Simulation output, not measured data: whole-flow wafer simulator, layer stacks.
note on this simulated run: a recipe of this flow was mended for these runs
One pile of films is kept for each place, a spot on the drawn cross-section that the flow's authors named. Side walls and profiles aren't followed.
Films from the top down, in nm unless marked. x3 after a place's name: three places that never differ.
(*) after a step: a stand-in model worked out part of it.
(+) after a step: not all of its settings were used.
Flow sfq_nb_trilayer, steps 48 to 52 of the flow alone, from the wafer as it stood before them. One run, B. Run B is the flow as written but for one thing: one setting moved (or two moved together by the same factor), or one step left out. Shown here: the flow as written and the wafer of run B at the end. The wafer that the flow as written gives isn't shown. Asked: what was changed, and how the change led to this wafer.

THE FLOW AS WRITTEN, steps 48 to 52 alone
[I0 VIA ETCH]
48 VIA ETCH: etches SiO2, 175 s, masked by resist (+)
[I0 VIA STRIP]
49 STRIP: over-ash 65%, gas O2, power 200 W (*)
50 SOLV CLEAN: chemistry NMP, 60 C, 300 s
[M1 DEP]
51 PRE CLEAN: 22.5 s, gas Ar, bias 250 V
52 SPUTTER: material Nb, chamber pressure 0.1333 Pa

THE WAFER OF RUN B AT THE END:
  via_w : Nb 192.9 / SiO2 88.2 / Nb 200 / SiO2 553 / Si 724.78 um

The cause: step 48, VIA ETCH: 70 s was run, where the flow has 175 s.

How the change led to this, step by step:
  48 VIA ETCH: etches SiO2, 175 s, masked by resist (+)
      via_w: SiO2 -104 (as written it would be: SiO2 -199.7 (all of it), Nb -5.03)
      field_l x5, v_sur x96, moat x3, l0v: KrF-resist-other-grade -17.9 (as written it would be: KrF-resist-other-grade -44.8)
  49 STRIP: over-ash 65%, gas O2, power 200 W (*)
      field_l x5, v_sur x96, moat x3, l0v: KrF-resist-other-grade -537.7 (all of it), anti-reflective coat -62 (all of it) (as written it would be: KrF-resist-other-grade -510.8 (all of it), anti-reflective coat -62 (all of it))
  51 PRE CLEAN: 22.5 s, gas Ar, bias 250 V
      via_w: SiO2 -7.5 (as written it would be: Nb -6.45)
  52 SPUTTER: material Nb, chamber pressure 0.1333 Pa
      via_w: Nb +192.9 (new film) (as written it would be: Nb +172.8)
Counting metal films that touch as one body, via_w has 2 bodies (between them, from the top down: SiO2 88.2); the flow as written gives 1 body.
